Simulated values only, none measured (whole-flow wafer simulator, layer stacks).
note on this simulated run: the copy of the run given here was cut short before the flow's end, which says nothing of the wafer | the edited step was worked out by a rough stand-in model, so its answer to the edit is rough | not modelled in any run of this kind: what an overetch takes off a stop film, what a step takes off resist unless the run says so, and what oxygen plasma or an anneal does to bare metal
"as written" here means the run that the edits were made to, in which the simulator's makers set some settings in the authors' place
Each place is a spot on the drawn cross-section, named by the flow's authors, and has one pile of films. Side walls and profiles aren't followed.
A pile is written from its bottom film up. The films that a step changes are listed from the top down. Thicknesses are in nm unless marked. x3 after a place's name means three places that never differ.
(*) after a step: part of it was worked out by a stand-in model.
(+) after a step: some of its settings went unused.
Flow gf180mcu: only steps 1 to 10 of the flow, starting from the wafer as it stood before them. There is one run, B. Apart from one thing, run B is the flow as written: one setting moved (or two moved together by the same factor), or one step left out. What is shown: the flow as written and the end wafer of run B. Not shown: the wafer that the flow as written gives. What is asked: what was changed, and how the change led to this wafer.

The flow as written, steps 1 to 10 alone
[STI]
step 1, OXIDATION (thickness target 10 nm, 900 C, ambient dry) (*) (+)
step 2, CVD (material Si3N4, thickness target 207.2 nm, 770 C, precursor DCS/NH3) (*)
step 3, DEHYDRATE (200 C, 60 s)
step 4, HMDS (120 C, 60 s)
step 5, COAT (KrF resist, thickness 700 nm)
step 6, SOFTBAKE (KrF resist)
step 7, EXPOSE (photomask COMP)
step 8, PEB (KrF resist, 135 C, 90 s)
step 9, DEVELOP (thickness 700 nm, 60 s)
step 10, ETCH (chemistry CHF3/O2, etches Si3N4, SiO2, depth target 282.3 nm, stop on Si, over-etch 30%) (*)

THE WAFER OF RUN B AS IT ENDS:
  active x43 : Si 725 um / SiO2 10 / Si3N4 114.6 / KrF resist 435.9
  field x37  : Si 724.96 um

The reason: step 2, CVD: 735 C was run, while the flow as written has 770 C.

Step by step, how the change led to this:
  step 2, CVD (material Si3N4, thickness target 207.2 nm, 770 C, precursor DCS/NH3) (*)
      field x37, active x43: Si3N4 gains 114.6 (new film) (it would be, as written: Si3N4 gains 207.2 (new film))
  step 10, ETCH (chemistry CHF3/O2, etches Si3N4, SiO2, depth target 282.3 nm, stop on Si, over-etch 30%) (*)
      field x37: Si3N4 loses 114.6 (all of it), SiO2 loses 10 (all of it), Si loses 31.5 (it would be, as written: Si3N4 loses 207.2 (all of it), SiO2 loses 10 (all of it), Si loses 13)
